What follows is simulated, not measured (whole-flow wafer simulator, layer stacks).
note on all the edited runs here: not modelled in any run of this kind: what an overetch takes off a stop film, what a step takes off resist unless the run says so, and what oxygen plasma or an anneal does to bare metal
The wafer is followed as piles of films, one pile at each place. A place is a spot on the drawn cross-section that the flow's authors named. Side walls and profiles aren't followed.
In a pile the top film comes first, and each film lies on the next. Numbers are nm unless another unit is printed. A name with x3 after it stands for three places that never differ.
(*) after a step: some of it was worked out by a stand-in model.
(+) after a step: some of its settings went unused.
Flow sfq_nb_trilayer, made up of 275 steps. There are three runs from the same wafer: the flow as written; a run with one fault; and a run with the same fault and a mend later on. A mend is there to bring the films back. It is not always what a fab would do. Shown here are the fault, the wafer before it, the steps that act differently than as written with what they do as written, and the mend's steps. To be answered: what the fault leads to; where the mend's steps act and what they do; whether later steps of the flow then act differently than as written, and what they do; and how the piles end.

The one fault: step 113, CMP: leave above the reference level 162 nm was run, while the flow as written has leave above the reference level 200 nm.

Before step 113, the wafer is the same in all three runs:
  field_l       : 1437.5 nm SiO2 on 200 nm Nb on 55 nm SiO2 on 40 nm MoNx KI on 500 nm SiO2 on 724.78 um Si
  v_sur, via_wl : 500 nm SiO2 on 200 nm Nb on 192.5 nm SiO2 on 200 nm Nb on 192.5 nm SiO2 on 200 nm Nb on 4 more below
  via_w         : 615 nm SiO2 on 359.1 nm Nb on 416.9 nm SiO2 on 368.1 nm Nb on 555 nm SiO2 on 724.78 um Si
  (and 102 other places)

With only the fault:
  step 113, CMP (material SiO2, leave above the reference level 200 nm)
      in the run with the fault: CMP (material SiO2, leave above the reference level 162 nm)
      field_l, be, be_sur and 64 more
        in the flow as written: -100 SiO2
        in the run with the fault: -138 SiO2
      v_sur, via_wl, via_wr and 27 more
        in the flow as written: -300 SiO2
        in the run with the fault: -338 SiO2
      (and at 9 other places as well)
  Steps later in the flow that act otherwise than as written (4 more steps, not shown, differ only slightly: by at most 2% or 0.5 nm, whichever is larger):
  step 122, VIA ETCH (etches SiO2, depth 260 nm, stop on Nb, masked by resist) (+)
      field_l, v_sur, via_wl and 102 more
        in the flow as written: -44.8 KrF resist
        in the run with the fault: -41.9 KrF resist
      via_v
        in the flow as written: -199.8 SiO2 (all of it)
        in the run with the fault: -161.8 SiO2 (all of it)
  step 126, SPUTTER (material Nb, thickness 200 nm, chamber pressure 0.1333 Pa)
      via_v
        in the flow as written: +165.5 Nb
        in the run with the fault: +173.8 Nb
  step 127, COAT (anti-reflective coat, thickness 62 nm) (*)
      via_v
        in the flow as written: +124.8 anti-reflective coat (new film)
        in the run with the fault: +114.8 anti-reflective coat (new film)
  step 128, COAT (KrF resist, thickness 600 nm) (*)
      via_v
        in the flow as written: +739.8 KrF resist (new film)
        in the run with the fault: +709.4 KrF resist (new film)
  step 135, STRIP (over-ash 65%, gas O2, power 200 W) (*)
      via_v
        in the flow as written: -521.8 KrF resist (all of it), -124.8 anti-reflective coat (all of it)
        in the run with the fault: -491.5 KrF resist (all of it), -114.8 anti-reflective coat (all of it)
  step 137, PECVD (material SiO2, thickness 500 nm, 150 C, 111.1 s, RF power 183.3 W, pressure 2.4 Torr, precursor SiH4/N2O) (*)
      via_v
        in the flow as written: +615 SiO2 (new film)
        in the run with the fault: +544.2 SiO2 (new film)
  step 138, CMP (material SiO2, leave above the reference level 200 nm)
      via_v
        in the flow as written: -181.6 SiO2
        in the run with the fault: -157.1 SiO2
  The piles end different from the flow's at v_sur, via_wl, via_w and 74 more by more than 2% or 0.5 nm, whichever is larger.
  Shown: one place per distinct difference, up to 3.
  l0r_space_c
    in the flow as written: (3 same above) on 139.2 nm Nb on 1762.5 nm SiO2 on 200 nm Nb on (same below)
    in the run with the fault: (3 same above) on 139.2 nm Nb on 1724.5 nm SiO2 on 200 nm Nb on (same below)
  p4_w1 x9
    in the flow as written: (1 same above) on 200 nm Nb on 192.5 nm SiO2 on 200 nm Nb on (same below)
    in the run with the fault: (1 same above) on 200 nm Nb on 154.5 nm SiO2 on 200 nm Nb on (same below)
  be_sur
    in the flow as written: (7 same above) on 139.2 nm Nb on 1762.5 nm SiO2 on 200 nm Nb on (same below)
    in the run with the fault: (7 same above) on 139.2 nm Nb on 1724.5 nm SiO2 on 200 nm Nb on (same below)

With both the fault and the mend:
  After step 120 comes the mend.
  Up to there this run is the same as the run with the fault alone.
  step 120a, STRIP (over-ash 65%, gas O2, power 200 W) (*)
      field_l, v_sur, via_wl and 102 more
        -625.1 KrF resist (all of it), -62 anti-reflective coat (all of it)
      via_v
        -62 anti-reflective coat (all of it)
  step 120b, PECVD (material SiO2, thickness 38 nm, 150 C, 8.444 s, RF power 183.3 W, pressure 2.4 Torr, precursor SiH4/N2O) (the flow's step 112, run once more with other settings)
      field_l, v_sur, via_wl and 103 more
        +38 SiO2
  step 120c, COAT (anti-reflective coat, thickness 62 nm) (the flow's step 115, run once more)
      field_l, v_sur, via_wl and 103 more
        +62 anti-reflective coat (new film)
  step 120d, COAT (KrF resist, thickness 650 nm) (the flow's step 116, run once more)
      field_l, v_sur, via_wl and 103 more
        +650 KrF resist (new film)
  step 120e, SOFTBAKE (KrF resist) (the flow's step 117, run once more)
      does not change any film at any place that is followed
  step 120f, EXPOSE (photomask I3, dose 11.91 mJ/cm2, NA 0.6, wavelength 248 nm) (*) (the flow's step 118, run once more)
      does not change any film at any place that is followed
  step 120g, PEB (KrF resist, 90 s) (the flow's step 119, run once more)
      field_l, v_sur, via_wl and 103 more
        -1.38 KrF resist
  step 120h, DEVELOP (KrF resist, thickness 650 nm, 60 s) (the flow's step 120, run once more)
      field_l, v_sur, via_wl and 102 more
        -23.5 KrF resist
      via_v
        -648.6 KrF resist (all of it)
  Later steps of the flow that are run all act as written at every place that is followed.
  At every place that both follow, the piles at the end match the flow's.
